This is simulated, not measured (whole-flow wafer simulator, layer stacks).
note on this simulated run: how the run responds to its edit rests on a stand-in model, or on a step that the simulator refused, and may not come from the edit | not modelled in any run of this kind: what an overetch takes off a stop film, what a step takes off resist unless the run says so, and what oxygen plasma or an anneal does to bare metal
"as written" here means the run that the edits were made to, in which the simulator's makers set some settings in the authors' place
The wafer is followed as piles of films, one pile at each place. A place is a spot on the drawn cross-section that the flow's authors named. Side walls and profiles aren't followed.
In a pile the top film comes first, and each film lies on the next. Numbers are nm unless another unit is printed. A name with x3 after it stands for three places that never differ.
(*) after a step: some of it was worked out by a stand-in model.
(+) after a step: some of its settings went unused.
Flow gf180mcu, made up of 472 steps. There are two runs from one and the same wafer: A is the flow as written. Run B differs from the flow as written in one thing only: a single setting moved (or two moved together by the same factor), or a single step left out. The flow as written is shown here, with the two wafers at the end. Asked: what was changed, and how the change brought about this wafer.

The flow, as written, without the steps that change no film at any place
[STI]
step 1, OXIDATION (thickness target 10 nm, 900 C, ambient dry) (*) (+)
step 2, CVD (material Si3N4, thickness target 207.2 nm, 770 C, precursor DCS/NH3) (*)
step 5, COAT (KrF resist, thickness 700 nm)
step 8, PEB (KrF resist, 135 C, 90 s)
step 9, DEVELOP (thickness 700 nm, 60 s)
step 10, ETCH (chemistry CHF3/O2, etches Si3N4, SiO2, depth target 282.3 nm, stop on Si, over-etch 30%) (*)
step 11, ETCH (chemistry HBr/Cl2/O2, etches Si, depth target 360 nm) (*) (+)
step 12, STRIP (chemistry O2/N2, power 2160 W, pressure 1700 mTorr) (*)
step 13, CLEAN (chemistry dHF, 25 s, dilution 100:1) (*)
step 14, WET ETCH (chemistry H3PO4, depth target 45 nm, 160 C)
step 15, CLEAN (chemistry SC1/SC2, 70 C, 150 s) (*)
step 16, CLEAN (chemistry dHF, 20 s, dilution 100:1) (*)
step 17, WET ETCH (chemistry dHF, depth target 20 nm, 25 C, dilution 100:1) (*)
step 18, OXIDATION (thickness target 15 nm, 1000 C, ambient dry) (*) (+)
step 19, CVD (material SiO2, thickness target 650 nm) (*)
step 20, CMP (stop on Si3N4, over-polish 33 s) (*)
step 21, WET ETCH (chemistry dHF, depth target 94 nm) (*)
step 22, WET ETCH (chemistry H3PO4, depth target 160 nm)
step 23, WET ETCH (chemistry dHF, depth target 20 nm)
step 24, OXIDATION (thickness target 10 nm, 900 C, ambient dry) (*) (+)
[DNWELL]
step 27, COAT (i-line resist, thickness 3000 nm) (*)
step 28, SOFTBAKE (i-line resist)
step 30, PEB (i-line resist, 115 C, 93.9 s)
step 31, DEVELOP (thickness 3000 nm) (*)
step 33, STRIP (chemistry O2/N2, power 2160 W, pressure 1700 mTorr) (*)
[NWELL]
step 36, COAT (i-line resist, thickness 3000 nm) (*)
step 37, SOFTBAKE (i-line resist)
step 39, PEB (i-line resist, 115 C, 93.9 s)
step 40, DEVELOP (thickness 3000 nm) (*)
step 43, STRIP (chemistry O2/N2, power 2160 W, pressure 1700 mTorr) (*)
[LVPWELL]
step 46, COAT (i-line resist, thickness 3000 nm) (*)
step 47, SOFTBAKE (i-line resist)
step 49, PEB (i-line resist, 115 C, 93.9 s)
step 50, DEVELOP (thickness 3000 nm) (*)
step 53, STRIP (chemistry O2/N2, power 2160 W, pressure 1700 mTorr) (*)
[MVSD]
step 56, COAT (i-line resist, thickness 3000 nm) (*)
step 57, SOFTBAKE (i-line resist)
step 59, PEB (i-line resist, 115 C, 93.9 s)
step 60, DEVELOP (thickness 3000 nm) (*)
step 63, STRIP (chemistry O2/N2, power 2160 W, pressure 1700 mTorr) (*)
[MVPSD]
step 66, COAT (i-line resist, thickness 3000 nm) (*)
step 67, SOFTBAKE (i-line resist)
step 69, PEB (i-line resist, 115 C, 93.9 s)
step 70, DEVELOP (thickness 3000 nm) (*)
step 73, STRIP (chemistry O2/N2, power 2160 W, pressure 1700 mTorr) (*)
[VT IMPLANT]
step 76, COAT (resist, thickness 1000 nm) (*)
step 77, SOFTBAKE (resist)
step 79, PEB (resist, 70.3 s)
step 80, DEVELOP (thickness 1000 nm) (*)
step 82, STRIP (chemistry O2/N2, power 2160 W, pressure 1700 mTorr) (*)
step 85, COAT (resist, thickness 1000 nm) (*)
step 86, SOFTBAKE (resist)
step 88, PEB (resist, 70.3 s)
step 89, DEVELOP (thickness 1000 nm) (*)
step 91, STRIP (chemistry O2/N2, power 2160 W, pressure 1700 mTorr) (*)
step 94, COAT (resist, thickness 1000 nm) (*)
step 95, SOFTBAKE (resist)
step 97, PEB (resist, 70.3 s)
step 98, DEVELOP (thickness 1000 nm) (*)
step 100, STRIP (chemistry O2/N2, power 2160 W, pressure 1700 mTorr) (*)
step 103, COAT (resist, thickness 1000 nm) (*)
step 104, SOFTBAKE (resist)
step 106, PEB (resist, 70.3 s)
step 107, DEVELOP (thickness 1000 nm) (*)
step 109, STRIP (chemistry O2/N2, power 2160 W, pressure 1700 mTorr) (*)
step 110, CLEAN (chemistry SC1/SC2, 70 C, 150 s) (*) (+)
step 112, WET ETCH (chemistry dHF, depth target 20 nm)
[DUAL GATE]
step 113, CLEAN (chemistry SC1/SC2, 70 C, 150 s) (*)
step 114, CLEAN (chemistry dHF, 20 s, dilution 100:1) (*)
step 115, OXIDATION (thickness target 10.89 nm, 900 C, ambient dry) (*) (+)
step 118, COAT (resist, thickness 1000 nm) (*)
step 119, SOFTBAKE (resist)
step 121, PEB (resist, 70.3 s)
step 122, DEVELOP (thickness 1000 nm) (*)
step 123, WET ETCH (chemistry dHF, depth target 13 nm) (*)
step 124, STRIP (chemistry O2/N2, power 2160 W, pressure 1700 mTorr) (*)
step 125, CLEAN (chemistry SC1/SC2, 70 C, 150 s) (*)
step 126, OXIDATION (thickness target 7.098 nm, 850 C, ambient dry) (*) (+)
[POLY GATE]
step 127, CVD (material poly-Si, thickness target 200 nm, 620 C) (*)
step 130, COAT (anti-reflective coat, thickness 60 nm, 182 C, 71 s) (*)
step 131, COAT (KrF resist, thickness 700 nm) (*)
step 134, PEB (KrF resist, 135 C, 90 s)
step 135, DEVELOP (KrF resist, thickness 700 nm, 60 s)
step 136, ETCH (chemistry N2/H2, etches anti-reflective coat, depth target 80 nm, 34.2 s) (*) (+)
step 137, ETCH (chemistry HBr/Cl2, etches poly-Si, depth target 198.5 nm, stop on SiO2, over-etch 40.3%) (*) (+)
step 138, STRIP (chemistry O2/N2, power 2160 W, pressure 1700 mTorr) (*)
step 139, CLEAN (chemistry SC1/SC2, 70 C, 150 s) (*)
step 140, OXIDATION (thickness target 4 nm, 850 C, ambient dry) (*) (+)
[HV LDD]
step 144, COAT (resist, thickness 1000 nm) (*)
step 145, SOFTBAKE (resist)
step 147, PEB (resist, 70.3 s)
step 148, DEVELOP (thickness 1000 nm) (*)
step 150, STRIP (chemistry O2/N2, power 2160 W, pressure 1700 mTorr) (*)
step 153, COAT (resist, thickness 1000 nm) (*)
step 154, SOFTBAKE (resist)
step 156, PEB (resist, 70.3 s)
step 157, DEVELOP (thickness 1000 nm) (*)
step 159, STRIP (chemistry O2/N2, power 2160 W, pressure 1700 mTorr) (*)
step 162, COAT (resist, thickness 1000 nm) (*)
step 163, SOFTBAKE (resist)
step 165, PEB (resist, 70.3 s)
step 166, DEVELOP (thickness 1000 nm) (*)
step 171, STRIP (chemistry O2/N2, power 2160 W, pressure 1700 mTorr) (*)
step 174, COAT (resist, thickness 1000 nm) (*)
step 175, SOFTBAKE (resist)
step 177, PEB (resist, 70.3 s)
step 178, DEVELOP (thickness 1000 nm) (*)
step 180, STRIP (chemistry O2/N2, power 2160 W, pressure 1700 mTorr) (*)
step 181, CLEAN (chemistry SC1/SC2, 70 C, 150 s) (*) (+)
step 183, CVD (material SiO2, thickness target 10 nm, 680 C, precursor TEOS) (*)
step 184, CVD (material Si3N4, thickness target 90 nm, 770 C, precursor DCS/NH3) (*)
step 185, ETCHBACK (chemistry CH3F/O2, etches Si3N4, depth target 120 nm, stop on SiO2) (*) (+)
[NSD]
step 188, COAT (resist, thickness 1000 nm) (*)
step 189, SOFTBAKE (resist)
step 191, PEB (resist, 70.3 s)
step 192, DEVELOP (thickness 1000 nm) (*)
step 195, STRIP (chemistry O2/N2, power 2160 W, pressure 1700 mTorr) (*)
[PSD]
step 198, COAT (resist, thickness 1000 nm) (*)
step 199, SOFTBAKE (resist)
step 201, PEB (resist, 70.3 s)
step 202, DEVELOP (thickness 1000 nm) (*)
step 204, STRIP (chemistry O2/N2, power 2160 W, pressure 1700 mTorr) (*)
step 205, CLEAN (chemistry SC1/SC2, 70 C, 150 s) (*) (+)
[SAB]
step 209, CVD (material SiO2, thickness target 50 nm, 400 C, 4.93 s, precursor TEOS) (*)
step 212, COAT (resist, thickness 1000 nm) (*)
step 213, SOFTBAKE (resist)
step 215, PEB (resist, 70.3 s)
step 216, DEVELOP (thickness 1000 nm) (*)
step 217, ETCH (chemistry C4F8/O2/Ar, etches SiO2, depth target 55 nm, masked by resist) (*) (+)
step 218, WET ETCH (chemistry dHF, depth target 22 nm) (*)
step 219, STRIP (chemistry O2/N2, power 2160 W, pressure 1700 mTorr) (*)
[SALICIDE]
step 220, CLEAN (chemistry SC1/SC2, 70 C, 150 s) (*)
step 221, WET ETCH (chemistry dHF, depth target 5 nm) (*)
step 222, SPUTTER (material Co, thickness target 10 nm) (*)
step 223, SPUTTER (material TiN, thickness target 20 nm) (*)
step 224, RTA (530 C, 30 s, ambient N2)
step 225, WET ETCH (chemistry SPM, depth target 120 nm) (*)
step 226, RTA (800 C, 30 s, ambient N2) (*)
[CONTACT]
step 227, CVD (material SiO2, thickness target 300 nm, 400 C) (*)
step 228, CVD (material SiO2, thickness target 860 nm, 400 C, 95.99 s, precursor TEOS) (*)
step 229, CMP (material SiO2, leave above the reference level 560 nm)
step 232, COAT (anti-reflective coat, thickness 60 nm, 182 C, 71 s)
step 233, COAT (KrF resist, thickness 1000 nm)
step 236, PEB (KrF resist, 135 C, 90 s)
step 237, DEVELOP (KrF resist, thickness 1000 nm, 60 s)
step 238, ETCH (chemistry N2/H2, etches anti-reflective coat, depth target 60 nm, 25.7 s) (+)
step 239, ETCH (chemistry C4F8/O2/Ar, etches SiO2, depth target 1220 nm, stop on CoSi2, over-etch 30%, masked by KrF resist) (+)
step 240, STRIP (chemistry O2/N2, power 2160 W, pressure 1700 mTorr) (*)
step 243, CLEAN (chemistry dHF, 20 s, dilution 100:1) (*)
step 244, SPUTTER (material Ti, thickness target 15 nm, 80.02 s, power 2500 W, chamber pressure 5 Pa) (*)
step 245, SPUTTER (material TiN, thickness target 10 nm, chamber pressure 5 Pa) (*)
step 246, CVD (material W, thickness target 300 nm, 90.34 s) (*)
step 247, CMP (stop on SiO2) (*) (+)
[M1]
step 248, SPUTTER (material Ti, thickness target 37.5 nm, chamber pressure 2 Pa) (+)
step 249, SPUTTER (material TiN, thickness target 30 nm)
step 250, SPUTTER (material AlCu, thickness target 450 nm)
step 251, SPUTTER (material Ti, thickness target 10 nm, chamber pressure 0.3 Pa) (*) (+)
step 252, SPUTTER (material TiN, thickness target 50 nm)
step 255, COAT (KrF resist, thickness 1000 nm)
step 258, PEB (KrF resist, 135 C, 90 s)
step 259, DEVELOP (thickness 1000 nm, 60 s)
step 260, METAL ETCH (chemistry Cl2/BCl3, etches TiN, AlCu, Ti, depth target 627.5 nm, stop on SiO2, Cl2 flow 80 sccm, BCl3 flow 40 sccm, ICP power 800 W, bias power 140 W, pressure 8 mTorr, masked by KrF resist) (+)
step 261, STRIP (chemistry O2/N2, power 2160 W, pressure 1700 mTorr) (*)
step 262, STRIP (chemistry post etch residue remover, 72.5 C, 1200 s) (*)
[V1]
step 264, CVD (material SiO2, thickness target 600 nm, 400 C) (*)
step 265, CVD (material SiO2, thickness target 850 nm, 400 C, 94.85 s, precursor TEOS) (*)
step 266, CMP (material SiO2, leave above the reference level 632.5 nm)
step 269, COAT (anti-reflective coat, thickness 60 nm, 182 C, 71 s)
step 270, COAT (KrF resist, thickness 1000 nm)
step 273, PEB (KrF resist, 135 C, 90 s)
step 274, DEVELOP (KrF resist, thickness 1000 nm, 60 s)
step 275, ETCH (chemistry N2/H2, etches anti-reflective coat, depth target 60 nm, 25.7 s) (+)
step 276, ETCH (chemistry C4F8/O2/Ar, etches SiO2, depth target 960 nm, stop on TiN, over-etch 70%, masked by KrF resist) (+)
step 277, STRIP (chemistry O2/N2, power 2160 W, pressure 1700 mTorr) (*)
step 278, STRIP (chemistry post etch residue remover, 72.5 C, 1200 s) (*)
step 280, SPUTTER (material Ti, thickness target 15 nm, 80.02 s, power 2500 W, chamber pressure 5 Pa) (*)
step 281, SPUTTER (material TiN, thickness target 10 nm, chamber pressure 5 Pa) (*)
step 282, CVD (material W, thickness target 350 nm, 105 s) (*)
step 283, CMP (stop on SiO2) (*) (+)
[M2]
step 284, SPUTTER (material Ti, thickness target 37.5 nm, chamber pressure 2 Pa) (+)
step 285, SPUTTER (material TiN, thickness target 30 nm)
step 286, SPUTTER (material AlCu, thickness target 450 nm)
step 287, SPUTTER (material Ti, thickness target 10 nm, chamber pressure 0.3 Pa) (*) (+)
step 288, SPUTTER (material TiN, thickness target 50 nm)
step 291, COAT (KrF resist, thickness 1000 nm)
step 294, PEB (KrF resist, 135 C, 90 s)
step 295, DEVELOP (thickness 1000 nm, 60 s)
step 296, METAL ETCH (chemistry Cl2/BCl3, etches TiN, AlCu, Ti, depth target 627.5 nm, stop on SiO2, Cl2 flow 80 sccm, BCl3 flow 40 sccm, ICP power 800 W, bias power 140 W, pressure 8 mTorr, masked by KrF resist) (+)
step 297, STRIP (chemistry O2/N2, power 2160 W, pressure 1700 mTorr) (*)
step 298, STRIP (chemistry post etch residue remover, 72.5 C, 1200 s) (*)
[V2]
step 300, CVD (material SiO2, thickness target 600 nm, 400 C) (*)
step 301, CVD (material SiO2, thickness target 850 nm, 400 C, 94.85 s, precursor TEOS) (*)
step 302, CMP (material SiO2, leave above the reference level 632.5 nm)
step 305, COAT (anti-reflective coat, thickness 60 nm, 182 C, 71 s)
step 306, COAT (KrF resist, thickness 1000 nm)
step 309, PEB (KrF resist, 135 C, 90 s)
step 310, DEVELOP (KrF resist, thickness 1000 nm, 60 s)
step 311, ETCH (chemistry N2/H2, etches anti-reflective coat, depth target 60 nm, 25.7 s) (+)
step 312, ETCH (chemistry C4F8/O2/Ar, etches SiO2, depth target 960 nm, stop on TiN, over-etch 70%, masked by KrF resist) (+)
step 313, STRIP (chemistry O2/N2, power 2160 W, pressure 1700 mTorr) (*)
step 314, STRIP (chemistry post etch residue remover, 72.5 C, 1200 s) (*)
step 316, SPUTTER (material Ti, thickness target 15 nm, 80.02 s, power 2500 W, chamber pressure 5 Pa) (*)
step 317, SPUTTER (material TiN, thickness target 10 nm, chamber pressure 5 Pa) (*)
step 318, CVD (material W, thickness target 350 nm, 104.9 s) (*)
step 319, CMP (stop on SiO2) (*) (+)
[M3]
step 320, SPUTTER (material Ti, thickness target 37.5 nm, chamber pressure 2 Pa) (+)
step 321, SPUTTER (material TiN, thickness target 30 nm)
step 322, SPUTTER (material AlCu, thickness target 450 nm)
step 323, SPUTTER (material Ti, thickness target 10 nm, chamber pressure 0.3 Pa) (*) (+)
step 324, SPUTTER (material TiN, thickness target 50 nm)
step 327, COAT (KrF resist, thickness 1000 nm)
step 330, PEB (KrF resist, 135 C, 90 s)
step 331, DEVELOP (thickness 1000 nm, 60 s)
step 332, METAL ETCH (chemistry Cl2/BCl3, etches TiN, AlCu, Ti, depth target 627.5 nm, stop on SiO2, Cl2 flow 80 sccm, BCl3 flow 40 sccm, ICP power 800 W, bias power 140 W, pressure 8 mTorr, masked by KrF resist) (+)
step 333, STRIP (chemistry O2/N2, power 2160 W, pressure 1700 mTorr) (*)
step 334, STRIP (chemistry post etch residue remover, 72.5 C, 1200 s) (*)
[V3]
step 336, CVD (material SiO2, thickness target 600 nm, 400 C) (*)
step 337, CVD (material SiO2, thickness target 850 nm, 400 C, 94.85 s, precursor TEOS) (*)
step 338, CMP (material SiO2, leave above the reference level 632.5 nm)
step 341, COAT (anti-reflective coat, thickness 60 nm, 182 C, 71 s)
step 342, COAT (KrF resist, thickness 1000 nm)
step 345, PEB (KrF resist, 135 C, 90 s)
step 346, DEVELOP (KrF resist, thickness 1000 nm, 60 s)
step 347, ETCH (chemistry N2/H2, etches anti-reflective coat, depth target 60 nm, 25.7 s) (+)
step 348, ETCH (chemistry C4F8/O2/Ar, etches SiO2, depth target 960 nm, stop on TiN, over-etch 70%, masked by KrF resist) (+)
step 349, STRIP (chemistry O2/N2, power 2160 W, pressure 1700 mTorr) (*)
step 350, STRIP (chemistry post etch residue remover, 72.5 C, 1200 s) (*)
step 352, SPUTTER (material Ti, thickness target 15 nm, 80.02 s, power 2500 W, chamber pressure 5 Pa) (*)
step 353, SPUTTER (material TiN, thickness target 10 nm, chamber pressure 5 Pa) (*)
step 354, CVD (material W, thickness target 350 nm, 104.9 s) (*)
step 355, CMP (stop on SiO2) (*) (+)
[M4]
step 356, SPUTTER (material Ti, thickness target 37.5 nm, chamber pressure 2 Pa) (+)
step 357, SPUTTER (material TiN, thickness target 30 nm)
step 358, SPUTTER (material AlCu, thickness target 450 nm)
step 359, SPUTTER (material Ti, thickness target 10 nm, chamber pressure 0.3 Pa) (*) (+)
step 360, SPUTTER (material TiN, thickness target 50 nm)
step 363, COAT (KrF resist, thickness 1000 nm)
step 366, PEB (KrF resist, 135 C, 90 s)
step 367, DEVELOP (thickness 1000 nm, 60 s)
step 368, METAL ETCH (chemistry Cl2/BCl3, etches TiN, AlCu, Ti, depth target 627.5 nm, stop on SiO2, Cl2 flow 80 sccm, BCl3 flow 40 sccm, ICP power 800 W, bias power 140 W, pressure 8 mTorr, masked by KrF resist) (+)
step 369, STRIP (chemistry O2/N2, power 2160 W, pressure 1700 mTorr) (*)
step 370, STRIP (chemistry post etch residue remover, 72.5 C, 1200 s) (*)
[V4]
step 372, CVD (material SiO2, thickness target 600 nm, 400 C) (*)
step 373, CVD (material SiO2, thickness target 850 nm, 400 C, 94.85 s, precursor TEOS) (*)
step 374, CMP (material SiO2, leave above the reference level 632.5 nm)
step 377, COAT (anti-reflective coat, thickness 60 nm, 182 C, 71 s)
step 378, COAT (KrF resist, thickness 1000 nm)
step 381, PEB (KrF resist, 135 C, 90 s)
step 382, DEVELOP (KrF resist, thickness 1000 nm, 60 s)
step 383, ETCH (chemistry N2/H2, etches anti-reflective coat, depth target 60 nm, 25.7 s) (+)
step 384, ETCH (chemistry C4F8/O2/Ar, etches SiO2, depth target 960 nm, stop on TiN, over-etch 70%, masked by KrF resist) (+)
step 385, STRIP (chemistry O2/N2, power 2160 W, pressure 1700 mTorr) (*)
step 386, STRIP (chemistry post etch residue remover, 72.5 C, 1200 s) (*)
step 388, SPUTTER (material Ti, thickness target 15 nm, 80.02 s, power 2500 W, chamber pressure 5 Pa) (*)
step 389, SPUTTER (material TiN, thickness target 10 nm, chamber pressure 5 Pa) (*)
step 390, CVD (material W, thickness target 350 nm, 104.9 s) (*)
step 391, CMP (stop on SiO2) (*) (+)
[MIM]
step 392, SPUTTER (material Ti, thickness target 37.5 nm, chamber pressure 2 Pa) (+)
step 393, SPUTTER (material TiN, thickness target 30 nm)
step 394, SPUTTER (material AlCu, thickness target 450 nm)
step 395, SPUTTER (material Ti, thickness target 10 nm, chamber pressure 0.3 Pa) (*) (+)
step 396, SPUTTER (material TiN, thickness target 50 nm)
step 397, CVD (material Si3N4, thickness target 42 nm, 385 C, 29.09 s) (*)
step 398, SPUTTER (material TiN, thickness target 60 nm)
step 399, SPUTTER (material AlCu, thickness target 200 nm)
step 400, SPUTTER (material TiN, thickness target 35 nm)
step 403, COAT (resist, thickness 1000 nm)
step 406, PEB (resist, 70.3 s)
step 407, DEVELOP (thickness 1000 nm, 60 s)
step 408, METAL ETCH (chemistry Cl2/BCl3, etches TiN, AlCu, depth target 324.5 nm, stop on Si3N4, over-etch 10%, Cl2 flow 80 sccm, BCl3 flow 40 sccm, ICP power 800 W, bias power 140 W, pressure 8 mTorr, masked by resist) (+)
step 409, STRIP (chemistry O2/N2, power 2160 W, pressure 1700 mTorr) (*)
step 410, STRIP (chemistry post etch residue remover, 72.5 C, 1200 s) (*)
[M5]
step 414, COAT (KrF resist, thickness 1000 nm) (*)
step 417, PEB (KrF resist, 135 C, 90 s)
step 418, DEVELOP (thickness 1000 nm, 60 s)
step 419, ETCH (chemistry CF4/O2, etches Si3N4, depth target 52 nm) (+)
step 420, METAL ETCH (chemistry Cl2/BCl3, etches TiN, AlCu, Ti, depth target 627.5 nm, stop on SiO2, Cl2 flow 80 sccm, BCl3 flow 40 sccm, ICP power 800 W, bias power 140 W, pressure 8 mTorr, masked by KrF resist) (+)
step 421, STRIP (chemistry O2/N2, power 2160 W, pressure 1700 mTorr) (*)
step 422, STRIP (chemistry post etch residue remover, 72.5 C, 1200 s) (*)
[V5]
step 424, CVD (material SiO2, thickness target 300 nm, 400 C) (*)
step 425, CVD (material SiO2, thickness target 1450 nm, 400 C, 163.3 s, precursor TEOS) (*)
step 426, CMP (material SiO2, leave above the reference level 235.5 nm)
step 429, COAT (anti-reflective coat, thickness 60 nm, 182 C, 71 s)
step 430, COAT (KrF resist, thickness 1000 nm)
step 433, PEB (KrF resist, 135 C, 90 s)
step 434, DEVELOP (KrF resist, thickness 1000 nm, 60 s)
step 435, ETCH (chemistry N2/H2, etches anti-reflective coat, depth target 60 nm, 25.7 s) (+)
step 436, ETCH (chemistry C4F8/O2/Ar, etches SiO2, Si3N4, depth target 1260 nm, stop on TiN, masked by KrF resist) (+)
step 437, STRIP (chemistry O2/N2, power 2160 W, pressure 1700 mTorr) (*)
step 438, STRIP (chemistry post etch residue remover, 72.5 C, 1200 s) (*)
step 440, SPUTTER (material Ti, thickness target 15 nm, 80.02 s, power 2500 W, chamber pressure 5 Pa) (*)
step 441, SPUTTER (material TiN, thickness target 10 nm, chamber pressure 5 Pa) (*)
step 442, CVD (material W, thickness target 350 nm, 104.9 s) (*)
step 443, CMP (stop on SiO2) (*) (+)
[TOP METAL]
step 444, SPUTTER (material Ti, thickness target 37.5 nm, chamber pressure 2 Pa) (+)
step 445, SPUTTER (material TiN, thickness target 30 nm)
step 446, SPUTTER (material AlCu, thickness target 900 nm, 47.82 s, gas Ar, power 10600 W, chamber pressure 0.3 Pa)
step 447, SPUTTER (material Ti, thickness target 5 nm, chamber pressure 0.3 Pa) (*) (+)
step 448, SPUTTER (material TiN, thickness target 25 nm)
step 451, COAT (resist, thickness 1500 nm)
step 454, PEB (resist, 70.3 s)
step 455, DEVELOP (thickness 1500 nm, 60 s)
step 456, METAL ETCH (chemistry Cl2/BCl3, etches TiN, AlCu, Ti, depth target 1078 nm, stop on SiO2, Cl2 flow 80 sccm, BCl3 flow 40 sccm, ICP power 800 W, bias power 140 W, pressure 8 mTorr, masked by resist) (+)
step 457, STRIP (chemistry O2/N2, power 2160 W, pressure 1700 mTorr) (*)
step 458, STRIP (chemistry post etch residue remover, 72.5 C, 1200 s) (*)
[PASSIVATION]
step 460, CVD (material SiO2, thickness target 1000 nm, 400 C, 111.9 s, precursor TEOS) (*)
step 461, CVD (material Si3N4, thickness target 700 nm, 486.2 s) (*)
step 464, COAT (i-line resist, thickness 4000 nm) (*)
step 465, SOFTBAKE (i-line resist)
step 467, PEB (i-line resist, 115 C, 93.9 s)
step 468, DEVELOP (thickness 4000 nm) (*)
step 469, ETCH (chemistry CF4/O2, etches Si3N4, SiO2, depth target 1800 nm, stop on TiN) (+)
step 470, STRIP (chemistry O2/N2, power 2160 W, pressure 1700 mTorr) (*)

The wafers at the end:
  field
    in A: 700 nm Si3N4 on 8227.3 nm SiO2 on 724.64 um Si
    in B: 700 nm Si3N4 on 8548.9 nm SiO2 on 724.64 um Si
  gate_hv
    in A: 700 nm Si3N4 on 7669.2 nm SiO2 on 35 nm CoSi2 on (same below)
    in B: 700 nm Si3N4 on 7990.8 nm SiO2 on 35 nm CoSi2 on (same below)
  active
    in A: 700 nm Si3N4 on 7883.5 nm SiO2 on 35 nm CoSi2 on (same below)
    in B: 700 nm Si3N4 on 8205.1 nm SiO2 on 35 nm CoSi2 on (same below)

Cause: step 338, CMP: leave above the reference level 955.1 nm was run, while the flow as written has leave above the reference level 632.5 nm.

The path from the change to this, step by step:
  step 338, CMP (material SiO2, leave above the reference level 632.5 nm)
      field, field__w1, field__w2 and 103 more: A -300 SiO2 | B nothing
      field__w8, contact, m1, m1__w1, m1_nw: A -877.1 SiO2 | B -554.5 SiO2
  step 341, COAT (anti-reflective coat, thickness 60 nm, 182 C, 71 s)
      field: A +60 anti-reflective coat (new film) | B +68.9 anti-reflective coat (new film)
      field__w8: A +60 anti-reflective coat (new film) | B +47 anti-reflective coat (new film)
      (also at 11 further places)
  step 347, ETCH (chemistry N2/H2, etches anti-reflective coat, depth target 60 nm, 25.7 s) (+)
      contact: A -60 anti-reflective coat (all of it), -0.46 SiO2 | B -47.2 anti-reflective coat (all of it), -0.79 SiO2
  step 348, ETCH (chemistry C4F8/O2/Ar, etches SiO2, depth target 960 nm, stop on TiN, over-etch 70%, masked by KrF resist) (+)
      contact: A -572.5 SiO2 (all of it) | B -894.7 SiO2 (all of it)
  step 349, STRIP (chemistry O2/N2, power 2160 W, pressure 1700 mTorr) (*)
      field: A -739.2 KrF resist (all of it), -60 anti-reflective coat (all of it) | B -734.6 KrF resist (all of it), -68.9 anti-reflective coat (all of it)
      field__w8: A -739.2 KrF resist (all of it), -60 anti-reflective coat (all of it) | B -737.1 KrF resist (all of it), -47 anti-reflective coat (all of it)
      (also at 10 further places)
  step 352, SPUTTER (material Ti, thickness target 15 nm, 80.02 s, power 2500 W, chamber pressure 5 Pa) (*)
      contact: A +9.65 Ti (new film) | B +8.11 Ti (new film)
  step 353, SPUTTER (material TiN, thickness target 10 nm, chamber pressure 5 Pa) (*)
      contact: A +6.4 TiN (new film) | B +5.38 TiN (new film)
  step 354, CVD (material W, thickness target 350 nm, 104.9 s) (*)
      contact: A +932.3 W (new film) | B +1234.8 W (new film)
  step 355, CMP (stop on SiO2) (*) (+)
      field__w8, m1, m1__w1, m1_nw: A -350 W (all of it), -10 TiN (all of it), -15 Ti (all of it), -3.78 SiO2 | B -350 W (all of it), -10 TiN (all of it), -15 Ti (all of it), -4.77 SiO2
  step 369, STRIP (chemistry O2/N2, power 2160 W, pressure 1700 mTorr) (*)
      field__w8: A -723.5 KrF resist (all of it) | B -705.5 KrF resist (all of it)
      m1: A -723.5 KrF resist (all of it) | B -705.4 KrF resist (all of it)
      (also at 2 further places)
  step 374, CMP (material SiO2, leave above the reference level 632.5 nm)
      field, field__w1, field__w2 and 103 more: A -300 SiO2 | B -278.4 SiO2
      contact: A -877.1 SiO2 | B -855.5 SiO2
  step 384, ETCH (chemistry C4F8/O2/Ar, etches SiO2, depth target 960 nm, stop on TiN, over-etch 70%, masked by KrF resist) (+)
      contact: A -572.5 SiO2 (all of it) | B -594.1 SiO2 (all of it)
  step 390, CVD (material W, thickness target 350 nm, 104.9 s) (*)
      contact: A +932.3 W (new film) | B +954.1 W (new film)
